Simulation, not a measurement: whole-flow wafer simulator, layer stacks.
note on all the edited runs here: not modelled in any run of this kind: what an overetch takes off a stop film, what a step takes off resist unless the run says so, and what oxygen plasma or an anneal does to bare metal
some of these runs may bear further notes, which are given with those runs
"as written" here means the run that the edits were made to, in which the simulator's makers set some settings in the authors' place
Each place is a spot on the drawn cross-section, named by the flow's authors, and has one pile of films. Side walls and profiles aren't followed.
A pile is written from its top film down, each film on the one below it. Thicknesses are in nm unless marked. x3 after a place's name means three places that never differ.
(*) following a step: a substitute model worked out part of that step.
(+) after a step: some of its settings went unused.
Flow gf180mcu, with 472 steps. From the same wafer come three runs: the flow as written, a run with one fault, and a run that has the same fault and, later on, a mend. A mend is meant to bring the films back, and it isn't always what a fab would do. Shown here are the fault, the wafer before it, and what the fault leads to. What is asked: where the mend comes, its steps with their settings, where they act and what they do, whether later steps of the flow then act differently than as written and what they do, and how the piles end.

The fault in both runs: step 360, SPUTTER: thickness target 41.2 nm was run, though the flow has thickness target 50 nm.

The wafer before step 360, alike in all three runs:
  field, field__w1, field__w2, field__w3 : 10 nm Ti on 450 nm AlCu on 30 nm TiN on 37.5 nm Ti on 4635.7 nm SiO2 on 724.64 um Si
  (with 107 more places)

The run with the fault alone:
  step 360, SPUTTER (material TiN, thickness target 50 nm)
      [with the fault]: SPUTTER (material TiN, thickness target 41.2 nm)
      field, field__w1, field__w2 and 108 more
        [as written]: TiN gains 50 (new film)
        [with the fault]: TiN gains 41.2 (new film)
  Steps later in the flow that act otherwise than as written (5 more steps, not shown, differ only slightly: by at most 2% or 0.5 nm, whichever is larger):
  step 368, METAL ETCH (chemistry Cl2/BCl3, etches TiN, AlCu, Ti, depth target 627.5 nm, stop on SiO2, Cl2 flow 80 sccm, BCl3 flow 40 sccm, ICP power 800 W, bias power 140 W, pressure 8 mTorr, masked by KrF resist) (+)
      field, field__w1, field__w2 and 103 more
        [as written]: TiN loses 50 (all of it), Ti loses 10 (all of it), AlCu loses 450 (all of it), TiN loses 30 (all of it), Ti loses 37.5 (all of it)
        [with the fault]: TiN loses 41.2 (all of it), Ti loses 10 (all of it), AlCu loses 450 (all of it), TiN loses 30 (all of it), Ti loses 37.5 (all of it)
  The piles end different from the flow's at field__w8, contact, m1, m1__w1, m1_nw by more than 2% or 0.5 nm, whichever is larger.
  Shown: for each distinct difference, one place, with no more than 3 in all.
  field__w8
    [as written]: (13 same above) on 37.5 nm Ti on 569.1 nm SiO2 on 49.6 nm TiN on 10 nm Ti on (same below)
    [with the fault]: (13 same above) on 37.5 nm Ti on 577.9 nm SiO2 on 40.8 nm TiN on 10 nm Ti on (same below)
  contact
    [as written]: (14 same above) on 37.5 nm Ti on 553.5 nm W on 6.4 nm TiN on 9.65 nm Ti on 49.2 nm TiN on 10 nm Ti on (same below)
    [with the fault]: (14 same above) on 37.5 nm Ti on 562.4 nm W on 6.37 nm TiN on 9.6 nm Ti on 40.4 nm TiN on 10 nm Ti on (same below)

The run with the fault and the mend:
  The mend follows step 367.
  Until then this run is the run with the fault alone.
  step 367a, STRIP (chemistry O2/N2, power 2160 W, pressure 1700 mTorr) (*)
      field__w8, contact, m1, m1__w1, m1_nw
        KrF resist loses 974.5 (all of it)
  step 367b, SPUTTER (material TiN, thickness target 8.8 nm) (the flow's step 360, run once more with other settings)
      field, field__w1, field__w2 and 108 more
        TiN gains 8.8
  step 367c, HMDS (120 C, 60 s) (the flow's step 362, run once more)
      does not change any film at any place that is followed
  step 367d, COAT (KrF resist, thickness 1000 nm) (the flow's step 363, run once more)
      field, field__w1, field__w2 and 108 more
        KrF resist gains 1000 (new film)
  step 367e, SOFTBAKE (KrF resist) (the flow's step 364, run once more)
      does not change any film at any place that is followed
  step 367f, EXPOSE (photomask Metal4) (the flow's step 365, run once more)
      does not change any film at any place that is followed
  step 367g, PEB (KrF resist, 135 C, 90 s) (the flow's step 366, run once more)
      field, field__w1, field__w2 and 108 more
        KrF resist loses 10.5
  step 367h, DEVELOP (thickness 1000 nm, 60 s) (the flow's step 367, run once more)
      field, field__w1, field__w2 and 103 more
        KrF resist loses 989.5 (all of it)
      field__w8, contact, m1, m1__w1, m1_nw
        KrF resist loses 14.9
  Later steps of the flow that are run all act as written at every place that is followed.
  The piles end the same as the flow's at every place that both follow.
